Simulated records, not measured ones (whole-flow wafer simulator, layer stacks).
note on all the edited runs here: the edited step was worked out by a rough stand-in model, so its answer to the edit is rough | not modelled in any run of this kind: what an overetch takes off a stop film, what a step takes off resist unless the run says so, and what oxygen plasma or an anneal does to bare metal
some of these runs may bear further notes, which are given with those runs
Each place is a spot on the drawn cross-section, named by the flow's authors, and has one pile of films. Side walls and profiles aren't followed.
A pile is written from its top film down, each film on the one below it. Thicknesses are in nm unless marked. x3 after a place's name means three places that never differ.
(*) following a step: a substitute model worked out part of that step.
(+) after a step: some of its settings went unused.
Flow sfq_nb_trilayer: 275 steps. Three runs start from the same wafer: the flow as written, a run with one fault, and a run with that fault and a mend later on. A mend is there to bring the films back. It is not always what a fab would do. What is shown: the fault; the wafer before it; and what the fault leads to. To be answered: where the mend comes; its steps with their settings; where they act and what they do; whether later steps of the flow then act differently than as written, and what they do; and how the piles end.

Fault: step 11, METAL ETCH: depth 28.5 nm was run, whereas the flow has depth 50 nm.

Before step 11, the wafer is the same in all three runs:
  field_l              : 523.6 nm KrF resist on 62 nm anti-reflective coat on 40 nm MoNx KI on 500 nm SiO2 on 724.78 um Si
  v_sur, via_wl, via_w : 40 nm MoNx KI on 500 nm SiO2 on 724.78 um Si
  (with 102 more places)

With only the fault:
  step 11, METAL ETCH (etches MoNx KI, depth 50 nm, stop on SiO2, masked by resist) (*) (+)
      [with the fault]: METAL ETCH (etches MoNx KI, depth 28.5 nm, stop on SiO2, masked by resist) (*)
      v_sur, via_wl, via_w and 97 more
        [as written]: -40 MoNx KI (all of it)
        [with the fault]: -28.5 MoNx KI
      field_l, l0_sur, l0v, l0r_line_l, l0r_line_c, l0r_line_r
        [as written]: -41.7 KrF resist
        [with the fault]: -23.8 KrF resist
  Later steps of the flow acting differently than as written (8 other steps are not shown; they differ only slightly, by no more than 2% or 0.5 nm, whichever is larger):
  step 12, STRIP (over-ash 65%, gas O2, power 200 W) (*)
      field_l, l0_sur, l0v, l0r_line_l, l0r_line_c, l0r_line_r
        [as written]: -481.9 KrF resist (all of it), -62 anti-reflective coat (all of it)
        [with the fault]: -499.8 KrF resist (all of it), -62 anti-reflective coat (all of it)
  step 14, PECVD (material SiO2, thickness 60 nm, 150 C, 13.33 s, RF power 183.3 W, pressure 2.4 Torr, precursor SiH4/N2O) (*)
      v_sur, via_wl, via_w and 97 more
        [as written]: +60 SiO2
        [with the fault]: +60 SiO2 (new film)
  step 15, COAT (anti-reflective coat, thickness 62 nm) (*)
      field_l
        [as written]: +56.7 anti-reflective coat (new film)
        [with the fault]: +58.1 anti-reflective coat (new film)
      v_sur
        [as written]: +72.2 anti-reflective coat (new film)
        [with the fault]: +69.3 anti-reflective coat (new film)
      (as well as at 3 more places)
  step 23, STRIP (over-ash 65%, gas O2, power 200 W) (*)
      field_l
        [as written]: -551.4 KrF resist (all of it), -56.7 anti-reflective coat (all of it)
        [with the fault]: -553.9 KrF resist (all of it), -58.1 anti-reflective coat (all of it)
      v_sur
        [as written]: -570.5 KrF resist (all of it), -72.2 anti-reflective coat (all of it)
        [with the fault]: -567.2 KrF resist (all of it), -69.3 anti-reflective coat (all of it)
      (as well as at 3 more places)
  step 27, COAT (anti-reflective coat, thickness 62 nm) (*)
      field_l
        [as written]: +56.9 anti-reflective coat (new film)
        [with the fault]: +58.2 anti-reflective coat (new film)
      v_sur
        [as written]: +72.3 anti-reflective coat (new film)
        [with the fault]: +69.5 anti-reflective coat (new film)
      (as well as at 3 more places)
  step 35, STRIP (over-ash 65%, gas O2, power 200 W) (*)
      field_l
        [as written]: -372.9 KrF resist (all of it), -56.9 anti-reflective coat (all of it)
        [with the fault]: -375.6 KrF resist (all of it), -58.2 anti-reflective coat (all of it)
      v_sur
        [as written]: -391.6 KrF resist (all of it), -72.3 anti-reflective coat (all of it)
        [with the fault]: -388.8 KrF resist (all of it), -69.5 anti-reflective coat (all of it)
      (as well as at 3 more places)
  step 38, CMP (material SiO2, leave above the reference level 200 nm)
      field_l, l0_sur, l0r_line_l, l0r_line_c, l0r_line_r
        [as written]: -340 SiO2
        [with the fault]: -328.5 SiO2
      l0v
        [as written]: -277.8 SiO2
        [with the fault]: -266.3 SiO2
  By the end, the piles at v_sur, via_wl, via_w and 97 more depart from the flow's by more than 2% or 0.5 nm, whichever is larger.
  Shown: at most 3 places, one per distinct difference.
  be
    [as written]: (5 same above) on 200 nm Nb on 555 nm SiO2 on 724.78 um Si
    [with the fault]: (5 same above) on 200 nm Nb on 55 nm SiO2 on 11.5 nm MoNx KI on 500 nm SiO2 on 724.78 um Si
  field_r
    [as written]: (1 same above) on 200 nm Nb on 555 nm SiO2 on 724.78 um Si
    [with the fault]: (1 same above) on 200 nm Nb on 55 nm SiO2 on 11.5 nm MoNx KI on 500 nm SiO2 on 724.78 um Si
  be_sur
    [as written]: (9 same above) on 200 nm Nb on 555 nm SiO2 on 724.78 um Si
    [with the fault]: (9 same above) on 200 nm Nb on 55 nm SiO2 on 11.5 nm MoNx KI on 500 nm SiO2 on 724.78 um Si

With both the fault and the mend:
  The mend stands after step 12.
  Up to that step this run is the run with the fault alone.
  step 12a, COAT (anti-reflective coat, thickness 62 nm) (*) (a further turn of the flow's step 4)
      p4_fl x3, p4_w1 x9, p4_g1 x2 and 59 more
        +62 anti-reflective coat (new film)
      be_sur, gap, jj_sur and 9 more
        +63.2 anti-reflective coat (new film)
      via_v, wire, be, field_r, lsp_l
        +63.3 anti-reflective coat (new film)
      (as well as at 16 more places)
  step 12b, COAT (KrF resist, thickness 600 nm) (*) (a further turn of the flow's step 5)
      p4_fl x3, p4_w1 x9, p4_g1 x2 and 59 more
        +600 KrF resist (new film)
      gap, jj_sur, ce_l and 6 more
        +604.8 KrF resist (new film)
      l0r_line_l, l0r_line_c, l0r_line_r
        +597 KrF resist (new film)
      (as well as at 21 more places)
  step 12c, SOFTBAKE (KrF resist) (a further turn of the flow's step 6)
      does not change any film at any place that is followed
  step 12d, EXPOSE (photomask L0, dose 11.59 mJ/cm2, NA 0.6, wavelength 248 nm) (*) (a further turn of the flow's step 7)
      does not change any film at any place that is followed
  step 12e, PEB (KrF resist, 90 s) (a further turn of the flow's step 8)
      p4_fl x3, p4_w1 x9, p4_g1 x2 and 62 more
        -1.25 KrF resist
      via_v, wire, be and 14 more
        -1.26 KrF resist
      v_sur, via_wl, via_w and 6 more
        -1.27 KrF resist
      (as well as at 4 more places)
  step 12f, DEVELOP (KrF resist, thickness 600 nm, 60 s) (a further turn of the flow's step 9)
      p4_fl x3, p4_w1 x9, p4_g1 x2 and 59 more
        -598.7 KrF resist (all of it)
      jj_sur, ce_l, c5j, ce_r, sp_r, be_r, r_sur
        -603.5 KrF resist (all of it)
      field_l, l0_sur, l0v, l0r_line_l, l0r_line_c, l0r_line_r
        -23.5 KrF resist
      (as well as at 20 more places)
  step 12g, METAL ETCH (etches anti-reflective coat, depth 125 nm, masked by resist) (*) (+) (a further turn of the flow's step 10)
      p4_fl x3, p4_w1 x9, p4_g1 x2 and 59 more
        -62 anti-reflective coat (all of it)
      be_sur, gap, jj_sur and 9 more
        -63.2 anti-reflective coat (all of it)
      field_l, l0_sur, l0v, l0r_line_l, l0r_line_c, l0r_line_r
        -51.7 KrF resist
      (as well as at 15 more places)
  step 12h, METAL ETCH (etches MoNx KI, depth 21.5 nm, stop on SiO2, masked by resist) (+) (a further turn of the flow's step 11, with different settings)
      v_sur, via_wl, via_w and 97 more
        -11.5 MoNx KI (all of it)
      field_l, l0_sur, l0v, l0r_line_l, l0r_line_c, l0r_line_r
        -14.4 KrF resist
  step 12i, STRIP (over-ash 65%, gas O2, power 200 W) (*) (a further turn of the flow's step 12)
      l0r_line_l, l0r_line_c, l0r_line_r
        -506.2 KrF resist (all of it), -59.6 anti-reflective coat (all of it)
      field_l
        -502.6 KrF resist (all of it), -57.9 anti-reflective coat (all of it)
      l0_sur
        -503.9 KrF resist (all of it), -55.8 anti-reflective coat (all of it)
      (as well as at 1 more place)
  None of the later steps of the flow acts differently than as written at any place that is followed.
  The piles end the same as the flow's at every place that both follow.
